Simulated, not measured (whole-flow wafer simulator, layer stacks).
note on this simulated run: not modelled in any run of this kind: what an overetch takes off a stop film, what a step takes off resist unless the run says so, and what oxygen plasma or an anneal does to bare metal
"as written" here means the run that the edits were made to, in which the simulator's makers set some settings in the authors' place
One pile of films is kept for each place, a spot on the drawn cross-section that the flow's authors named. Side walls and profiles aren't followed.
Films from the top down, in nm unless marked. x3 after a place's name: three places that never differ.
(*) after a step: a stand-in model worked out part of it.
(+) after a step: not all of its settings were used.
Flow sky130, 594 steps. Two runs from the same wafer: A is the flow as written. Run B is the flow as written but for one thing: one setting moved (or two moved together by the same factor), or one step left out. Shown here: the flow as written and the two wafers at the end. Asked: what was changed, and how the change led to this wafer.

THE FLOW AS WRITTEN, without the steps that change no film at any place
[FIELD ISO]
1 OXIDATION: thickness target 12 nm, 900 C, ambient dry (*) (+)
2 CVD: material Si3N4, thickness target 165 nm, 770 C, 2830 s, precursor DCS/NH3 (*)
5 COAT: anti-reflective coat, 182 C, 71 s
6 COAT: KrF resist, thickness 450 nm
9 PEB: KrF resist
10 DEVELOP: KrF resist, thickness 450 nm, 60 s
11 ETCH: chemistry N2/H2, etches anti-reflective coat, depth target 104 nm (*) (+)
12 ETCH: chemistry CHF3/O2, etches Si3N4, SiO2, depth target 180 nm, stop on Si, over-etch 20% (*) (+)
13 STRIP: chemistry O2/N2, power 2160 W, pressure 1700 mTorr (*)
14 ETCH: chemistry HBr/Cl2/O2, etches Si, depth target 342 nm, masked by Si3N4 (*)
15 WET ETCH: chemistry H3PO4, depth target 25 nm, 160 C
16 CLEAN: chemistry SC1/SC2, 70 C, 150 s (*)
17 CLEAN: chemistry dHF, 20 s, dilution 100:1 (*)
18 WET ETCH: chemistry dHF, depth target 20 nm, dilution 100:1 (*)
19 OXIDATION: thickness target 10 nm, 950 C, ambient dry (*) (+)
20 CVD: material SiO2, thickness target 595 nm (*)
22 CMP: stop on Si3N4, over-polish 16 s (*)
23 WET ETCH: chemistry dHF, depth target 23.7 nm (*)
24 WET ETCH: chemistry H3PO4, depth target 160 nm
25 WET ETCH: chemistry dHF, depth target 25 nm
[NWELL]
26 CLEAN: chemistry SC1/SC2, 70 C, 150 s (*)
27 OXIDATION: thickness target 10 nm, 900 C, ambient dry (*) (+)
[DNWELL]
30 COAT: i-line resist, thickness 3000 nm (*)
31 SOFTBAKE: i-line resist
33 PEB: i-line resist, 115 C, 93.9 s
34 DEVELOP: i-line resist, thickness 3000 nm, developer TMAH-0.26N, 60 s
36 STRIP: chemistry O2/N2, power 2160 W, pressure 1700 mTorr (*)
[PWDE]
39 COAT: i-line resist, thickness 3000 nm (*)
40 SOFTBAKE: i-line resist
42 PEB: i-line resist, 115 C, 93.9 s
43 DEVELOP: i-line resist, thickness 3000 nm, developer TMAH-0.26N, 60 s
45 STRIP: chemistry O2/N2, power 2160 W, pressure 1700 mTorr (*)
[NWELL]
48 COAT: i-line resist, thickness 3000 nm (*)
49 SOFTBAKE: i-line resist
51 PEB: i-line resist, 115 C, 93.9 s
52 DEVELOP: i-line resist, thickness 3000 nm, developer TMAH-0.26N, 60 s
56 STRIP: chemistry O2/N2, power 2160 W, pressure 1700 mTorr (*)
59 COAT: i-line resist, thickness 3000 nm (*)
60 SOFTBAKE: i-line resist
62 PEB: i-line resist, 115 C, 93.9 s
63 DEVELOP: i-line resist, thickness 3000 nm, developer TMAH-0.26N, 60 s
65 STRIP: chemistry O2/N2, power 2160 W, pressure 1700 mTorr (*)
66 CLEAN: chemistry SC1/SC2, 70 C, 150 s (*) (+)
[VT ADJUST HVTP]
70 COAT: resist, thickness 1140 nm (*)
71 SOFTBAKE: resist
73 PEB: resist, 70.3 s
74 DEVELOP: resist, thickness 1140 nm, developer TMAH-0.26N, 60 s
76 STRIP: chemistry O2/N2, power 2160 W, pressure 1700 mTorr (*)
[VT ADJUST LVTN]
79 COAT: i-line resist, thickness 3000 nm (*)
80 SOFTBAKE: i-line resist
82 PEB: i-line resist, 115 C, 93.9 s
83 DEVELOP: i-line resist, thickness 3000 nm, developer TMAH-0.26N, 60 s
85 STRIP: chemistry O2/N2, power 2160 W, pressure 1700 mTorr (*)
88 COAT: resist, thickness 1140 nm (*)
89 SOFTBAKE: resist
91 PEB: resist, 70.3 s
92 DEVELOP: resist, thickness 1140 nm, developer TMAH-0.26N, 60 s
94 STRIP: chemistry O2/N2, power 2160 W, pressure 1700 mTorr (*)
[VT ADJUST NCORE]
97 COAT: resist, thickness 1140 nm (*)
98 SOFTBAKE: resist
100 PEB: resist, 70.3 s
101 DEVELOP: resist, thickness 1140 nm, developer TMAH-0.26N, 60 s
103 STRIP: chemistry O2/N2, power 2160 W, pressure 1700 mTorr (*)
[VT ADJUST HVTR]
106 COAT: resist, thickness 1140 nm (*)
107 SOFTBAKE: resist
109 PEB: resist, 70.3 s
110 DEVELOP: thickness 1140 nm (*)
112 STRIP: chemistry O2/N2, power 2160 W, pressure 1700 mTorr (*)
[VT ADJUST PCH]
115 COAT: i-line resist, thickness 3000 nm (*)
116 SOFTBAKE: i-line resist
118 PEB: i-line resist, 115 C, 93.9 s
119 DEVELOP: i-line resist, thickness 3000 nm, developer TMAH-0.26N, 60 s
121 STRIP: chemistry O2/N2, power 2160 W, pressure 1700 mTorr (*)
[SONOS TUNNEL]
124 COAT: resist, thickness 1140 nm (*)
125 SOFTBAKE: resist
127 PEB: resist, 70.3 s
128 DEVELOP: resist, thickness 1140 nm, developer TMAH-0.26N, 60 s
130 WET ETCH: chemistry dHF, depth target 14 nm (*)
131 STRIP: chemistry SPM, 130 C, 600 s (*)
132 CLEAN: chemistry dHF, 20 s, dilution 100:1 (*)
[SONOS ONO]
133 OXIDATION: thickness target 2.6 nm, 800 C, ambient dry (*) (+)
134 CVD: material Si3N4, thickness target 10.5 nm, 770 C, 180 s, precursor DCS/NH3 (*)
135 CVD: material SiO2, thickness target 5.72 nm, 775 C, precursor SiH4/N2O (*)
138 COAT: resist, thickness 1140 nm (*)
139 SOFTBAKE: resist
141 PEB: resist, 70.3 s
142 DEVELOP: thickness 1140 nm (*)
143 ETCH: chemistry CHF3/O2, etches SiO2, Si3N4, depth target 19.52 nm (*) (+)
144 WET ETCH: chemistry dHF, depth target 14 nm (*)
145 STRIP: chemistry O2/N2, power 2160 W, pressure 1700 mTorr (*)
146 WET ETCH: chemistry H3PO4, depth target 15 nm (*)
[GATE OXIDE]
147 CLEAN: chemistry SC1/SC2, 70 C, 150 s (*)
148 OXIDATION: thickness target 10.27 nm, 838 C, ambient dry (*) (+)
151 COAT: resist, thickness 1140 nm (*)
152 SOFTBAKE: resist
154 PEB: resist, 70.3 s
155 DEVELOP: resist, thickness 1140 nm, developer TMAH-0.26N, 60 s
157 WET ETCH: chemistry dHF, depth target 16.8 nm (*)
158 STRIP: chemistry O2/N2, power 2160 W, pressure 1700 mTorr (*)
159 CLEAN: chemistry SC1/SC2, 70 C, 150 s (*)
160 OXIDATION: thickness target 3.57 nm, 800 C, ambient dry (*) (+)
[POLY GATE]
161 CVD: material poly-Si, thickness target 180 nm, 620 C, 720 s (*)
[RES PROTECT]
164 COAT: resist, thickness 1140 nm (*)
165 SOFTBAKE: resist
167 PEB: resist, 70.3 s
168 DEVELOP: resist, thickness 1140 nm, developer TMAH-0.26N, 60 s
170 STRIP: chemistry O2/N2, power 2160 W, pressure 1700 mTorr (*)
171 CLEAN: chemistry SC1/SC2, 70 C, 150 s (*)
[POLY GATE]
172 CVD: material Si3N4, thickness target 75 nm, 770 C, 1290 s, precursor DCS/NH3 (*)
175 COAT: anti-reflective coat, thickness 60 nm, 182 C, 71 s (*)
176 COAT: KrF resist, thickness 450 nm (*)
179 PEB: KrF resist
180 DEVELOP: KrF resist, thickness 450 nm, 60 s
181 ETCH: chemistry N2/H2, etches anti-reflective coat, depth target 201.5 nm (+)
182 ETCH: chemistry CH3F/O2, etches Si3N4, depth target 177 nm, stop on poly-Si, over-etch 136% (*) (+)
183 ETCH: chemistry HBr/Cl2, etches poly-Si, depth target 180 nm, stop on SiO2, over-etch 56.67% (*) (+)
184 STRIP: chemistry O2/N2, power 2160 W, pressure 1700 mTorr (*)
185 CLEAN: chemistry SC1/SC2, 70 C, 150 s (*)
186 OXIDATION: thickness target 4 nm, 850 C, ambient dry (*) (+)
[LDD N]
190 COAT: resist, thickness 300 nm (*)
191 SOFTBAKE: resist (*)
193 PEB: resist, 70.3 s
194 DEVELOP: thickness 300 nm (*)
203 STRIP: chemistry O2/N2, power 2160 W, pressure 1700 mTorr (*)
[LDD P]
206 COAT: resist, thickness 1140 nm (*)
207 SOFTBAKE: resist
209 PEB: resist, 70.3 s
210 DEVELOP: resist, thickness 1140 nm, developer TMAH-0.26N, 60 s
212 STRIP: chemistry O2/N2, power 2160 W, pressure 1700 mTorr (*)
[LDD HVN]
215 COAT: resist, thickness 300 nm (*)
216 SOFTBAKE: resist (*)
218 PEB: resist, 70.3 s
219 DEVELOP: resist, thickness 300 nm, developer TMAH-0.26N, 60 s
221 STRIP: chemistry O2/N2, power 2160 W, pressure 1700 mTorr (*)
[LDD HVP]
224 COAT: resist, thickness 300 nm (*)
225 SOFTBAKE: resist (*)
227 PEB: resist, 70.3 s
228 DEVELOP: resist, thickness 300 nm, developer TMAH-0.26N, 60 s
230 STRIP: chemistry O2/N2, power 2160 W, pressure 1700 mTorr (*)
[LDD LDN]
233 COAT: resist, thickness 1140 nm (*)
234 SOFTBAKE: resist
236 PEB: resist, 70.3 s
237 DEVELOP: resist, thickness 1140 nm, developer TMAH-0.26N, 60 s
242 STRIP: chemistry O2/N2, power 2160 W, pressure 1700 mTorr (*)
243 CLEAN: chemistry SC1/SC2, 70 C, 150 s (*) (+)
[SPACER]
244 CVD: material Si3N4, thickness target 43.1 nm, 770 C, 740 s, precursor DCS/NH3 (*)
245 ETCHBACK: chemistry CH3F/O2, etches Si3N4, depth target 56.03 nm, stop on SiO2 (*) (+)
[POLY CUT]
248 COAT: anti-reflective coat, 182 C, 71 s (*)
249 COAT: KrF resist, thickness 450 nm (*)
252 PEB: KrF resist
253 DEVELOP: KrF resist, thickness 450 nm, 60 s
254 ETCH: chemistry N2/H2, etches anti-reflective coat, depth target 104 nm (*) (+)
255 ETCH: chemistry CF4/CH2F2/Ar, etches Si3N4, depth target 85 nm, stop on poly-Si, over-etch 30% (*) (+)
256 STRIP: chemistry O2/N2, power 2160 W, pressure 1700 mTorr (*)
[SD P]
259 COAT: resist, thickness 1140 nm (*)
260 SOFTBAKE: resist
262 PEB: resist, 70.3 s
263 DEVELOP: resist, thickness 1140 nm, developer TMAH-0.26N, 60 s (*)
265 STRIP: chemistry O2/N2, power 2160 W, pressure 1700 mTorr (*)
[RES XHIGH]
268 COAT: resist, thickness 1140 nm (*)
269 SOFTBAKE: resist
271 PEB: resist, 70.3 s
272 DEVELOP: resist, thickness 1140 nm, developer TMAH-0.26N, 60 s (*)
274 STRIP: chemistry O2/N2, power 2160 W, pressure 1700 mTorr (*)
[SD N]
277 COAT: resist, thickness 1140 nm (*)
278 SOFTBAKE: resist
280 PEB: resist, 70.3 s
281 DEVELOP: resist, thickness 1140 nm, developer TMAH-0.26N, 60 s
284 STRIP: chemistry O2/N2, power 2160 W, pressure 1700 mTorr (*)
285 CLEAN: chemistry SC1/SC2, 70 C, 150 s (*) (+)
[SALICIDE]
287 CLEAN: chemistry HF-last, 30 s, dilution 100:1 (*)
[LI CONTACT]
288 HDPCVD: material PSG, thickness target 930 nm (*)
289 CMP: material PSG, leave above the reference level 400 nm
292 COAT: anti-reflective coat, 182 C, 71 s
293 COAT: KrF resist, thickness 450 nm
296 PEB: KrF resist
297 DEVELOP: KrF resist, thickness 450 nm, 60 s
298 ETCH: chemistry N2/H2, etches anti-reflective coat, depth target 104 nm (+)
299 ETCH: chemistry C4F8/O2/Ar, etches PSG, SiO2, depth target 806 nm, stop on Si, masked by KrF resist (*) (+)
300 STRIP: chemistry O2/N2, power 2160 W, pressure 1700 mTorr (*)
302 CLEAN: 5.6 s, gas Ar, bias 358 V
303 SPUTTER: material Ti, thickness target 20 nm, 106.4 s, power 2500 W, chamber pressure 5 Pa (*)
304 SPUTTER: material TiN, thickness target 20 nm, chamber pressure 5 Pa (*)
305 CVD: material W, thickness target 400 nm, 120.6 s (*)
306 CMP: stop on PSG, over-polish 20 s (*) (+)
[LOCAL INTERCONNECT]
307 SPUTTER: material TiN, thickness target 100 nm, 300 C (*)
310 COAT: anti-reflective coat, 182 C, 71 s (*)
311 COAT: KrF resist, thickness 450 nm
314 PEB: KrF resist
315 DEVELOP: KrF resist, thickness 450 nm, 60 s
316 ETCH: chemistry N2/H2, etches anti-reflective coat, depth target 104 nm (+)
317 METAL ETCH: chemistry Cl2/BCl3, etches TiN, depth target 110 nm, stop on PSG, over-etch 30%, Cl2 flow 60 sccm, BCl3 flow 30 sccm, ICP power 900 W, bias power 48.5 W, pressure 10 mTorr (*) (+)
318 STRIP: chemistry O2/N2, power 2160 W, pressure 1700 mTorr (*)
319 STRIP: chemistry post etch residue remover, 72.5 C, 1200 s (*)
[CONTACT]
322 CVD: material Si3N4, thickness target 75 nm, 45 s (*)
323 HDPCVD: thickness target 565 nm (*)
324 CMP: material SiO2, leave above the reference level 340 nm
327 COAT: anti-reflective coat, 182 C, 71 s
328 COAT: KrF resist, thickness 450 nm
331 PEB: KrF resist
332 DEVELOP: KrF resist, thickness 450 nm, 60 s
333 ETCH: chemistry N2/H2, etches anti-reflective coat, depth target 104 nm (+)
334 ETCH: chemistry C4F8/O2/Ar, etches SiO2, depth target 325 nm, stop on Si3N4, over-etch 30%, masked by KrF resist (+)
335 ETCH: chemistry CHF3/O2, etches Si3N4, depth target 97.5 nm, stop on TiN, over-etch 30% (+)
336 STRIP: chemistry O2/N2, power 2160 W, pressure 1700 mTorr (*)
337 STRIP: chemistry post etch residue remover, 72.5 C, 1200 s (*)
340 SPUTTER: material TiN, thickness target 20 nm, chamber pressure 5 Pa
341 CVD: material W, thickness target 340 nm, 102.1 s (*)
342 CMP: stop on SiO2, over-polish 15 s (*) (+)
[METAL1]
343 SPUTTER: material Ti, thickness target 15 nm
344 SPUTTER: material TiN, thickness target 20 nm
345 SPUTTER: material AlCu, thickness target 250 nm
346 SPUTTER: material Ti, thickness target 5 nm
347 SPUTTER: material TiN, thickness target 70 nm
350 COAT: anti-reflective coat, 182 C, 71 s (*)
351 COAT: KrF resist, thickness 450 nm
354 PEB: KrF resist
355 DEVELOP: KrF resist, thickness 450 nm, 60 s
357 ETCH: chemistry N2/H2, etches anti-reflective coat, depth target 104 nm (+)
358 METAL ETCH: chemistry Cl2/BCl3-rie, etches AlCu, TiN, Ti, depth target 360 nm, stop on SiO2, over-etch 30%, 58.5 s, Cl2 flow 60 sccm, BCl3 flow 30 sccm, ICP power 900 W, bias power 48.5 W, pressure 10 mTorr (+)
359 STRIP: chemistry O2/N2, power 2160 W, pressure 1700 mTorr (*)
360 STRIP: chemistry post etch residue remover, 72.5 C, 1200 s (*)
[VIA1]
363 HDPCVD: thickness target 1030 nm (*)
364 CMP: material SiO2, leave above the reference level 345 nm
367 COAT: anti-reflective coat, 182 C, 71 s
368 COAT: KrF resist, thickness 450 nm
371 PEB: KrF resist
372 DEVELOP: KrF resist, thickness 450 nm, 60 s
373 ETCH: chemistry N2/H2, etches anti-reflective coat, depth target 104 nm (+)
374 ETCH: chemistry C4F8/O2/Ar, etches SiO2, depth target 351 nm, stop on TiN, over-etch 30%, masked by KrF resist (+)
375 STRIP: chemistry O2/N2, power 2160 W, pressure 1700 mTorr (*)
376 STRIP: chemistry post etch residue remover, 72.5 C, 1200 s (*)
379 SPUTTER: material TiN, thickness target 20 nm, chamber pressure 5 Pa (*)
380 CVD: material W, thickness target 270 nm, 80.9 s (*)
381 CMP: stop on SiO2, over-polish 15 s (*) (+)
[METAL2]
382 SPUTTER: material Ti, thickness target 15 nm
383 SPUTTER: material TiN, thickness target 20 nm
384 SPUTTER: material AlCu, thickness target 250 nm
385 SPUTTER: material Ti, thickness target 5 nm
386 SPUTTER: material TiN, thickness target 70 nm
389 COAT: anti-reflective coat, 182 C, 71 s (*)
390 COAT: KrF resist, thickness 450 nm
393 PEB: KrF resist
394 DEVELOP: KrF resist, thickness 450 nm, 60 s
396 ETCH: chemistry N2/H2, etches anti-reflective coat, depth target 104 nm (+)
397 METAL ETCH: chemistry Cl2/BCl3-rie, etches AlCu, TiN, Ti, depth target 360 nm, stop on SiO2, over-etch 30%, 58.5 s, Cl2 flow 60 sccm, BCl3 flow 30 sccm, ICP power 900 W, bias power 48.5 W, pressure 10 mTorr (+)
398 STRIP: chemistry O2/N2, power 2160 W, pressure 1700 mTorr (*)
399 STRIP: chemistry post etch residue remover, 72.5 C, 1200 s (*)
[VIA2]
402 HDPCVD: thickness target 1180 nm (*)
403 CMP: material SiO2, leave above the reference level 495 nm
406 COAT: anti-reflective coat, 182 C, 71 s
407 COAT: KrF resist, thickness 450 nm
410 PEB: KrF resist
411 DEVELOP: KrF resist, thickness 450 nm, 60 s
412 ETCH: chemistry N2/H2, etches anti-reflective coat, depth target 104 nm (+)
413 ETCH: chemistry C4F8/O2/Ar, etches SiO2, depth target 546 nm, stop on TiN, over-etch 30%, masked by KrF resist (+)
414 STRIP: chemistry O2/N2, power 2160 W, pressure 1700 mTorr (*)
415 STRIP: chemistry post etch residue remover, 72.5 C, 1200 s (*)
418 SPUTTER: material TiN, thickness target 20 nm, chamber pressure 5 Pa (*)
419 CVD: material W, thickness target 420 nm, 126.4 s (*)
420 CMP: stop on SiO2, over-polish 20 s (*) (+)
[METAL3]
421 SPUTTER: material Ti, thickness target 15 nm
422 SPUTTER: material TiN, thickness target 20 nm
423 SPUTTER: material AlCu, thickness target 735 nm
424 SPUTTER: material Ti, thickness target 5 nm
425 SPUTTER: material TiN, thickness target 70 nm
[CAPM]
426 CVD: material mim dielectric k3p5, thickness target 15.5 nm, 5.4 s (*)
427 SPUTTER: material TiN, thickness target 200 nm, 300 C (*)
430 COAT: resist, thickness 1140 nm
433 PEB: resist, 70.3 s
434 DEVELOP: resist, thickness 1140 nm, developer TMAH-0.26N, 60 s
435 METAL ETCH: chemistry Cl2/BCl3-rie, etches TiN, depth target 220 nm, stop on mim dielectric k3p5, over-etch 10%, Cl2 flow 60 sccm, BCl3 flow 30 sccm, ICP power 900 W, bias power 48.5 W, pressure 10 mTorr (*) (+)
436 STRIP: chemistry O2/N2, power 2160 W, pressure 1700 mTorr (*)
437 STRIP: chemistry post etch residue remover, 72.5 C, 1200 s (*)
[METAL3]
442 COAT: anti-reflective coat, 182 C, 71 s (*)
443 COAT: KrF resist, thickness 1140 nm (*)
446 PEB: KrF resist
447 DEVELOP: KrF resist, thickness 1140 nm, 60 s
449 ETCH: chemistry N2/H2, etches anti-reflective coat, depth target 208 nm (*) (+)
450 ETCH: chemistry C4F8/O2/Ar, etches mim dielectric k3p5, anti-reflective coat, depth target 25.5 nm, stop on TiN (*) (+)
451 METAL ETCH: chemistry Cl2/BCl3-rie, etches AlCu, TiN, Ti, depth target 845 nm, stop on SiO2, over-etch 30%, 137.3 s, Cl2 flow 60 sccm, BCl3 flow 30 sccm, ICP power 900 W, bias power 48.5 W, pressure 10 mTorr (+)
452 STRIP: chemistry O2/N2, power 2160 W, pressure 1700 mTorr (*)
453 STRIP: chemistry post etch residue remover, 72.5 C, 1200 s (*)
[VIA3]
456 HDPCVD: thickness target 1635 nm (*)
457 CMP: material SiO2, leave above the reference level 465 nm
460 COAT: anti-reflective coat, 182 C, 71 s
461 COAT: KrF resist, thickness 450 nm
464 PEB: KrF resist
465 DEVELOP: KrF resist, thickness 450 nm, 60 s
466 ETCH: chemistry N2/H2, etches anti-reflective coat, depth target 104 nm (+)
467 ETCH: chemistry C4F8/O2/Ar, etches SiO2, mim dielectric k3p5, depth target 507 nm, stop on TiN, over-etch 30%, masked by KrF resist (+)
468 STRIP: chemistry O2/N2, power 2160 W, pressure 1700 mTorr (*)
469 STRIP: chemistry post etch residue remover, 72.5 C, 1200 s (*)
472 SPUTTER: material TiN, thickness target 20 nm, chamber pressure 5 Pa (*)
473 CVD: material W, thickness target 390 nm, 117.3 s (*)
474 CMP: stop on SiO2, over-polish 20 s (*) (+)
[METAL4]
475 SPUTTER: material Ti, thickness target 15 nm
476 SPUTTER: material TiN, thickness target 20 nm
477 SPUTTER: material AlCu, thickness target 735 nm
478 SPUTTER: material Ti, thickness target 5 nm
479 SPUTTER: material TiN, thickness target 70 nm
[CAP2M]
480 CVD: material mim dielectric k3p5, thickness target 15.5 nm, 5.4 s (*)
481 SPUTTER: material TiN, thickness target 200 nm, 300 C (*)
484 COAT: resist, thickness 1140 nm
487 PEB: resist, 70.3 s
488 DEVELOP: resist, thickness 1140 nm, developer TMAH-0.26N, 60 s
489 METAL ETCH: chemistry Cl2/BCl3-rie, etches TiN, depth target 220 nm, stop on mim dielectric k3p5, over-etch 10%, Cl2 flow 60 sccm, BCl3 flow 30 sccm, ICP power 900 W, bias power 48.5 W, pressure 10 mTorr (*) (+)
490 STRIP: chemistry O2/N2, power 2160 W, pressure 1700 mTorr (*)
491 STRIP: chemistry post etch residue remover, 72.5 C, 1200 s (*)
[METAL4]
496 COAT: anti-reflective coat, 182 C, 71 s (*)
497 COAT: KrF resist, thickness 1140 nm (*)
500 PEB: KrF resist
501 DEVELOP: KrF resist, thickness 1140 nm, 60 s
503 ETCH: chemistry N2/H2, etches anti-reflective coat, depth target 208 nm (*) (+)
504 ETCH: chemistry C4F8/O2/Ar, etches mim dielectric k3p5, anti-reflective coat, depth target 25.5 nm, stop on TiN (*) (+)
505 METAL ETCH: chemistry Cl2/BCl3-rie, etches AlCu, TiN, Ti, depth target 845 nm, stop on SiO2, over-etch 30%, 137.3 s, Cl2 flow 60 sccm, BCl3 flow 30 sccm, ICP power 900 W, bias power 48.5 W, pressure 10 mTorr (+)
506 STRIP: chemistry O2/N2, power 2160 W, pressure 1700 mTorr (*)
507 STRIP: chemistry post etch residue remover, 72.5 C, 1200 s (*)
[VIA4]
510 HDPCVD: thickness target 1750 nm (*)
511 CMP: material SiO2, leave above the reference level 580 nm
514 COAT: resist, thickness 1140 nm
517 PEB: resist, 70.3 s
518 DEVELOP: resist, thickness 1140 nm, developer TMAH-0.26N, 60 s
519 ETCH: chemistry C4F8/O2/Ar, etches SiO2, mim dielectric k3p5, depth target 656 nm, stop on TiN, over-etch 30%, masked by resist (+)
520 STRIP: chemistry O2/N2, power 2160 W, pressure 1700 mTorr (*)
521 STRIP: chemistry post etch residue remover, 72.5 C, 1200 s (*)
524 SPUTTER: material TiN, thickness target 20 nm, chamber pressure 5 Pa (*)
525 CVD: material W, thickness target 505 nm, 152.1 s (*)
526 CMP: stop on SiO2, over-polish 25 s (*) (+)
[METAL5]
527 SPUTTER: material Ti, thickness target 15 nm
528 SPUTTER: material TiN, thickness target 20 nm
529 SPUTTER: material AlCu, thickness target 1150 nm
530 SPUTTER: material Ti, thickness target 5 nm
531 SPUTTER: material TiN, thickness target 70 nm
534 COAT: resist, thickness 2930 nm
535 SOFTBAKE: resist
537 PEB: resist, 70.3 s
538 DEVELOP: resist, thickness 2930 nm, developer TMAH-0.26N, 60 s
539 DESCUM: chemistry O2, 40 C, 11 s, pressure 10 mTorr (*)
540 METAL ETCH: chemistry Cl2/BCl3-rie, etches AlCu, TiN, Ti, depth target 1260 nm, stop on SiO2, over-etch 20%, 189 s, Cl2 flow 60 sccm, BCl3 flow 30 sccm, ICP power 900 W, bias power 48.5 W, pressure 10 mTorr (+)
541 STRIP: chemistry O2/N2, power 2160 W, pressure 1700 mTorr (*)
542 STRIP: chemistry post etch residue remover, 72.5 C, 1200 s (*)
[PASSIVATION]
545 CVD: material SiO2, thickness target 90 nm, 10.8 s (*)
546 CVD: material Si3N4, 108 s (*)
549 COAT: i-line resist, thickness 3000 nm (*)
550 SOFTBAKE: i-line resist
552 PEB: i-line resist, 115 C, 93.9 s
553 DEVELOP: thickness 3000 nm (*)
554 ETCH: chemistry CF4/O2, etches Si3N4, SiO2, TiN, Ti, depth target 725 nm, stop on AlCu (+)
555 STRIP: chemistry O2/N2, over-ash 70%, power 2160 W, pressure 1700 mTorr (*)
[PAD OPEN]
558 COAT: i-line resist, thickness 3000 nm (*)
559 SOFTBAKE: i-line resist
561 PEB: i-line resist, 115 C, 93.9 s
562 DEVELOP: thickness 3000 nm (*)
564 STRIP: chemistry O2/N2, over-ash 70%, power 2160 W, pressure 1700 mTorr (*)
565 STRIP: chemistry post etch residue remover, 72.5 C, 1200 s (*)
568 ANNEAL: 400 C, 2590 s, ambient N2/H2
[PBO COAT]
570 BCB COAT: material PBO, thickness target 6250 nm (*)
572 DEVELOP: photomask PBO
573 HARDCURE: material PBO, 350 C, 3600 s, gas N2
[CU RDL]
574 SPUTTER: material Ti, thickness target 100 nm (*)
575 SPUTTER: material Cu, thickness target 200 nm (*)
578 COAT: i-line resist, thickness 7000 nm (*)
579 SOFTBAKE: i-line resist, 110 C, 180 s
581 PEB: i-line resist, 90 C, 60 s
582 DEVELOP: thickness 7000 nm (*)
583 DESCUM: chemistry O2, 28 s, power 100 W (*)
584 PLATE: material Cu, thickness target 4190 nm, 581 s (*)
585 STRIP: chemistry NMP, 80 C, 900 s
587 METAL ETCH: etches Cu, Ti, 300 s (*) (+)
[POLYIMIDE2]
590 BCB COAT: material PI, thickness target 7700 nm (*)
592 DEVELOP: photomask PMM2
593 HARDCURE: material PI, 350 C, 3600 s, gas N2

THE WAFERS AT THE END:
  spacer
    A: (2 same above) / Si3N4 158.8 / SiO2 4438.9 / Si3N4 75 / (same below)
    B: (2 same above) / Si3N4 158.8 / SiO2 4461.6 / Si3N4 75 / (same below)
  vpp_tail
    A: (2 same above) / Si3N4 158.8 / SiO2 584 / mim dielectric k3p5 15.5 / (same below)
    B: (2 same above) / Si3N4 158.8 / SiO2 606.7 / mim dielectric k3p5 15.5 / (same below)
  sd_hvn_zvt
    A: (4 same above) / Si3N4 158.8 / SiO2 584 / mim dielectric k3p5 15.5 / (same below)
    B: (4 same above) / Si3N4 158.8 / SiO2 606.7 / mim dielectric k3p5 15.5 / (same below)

The cause: step 540, METAL ETCH: depth target 1071 nm was run, where the flow has depth target 1260 nm; step 540, METAL ETCH: 161 s was run, where the flow has 189 s.

How the change led to this, step by step:
  540 METAL ETCH: chemistry Cl2/BCl3-rie, etches AlCu, TiN, Ti, depth target 1260 nm, stop on SiO2, over-etch 20%, 189 s, Cl2 flow 60 sccm, BCl3 flow 30 sccm, ICP power 900 W, bias power 48.5 W, pressure 10 mTorr (+)
      field, active, gate and 175 more: A TiN -70 (all of it), Ti -5 (all of it), AlCu -1150 (all of it), TiN -20 (all of it), Ti -15 (all of it), SiO2 -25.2 | B TiN -70 (all of it), Ti -5 (all of it), AlCu -1150 (all of it), TiN -20 (all of it), Ti -15 (all of it), SiO2 -2.52
      n_well, p_well, sd_n and 12 more: A resist -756 | B resist -642.6
  541 STRIP: chemistry O2/N2, power 2160 W, pressure 1700 mTorr (*)
      n_well, p_well, sd_n and 9 more: A resist -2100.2 (all of it) | B resist -2213.6 (all of it)
      m1, via4_hole: A resist -2102.3 (all of it) | B resist -2215.7 (all of it)
      (and at 1 more place)
  550 SOFTBAKE: i-line resist
      gate: A i-line resist -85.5 | B i-line resist -83
      spacer: A i-line resist -97.5 | B i-line resist -94.7
      (and at 50 more places)
  559 SOFTBAKE: i-line resist
      gate: A i-line resist -85.5 | B i-line resist -83
      gate_hv: A i-line resist +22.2 | B i-line resist +21.6
      (and at 53 more places)
  578 COAT: i-line resist, thickness 7000 nm (*)
      pad: A i-line resist +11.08 um (new film) | B i-line resist +11.11 um (new film)
  579 SOFTBAKE: i-line resist, 110 C, 180 s
      m5_stack_ln: A i-line resist -30 | B i-line resist -29.4
  582 DEVELOP: thickness 7000 nm (*)
      pad: A i-line resist -11.08 um (all of it) | B i-line resist -11.1 um (all of it)
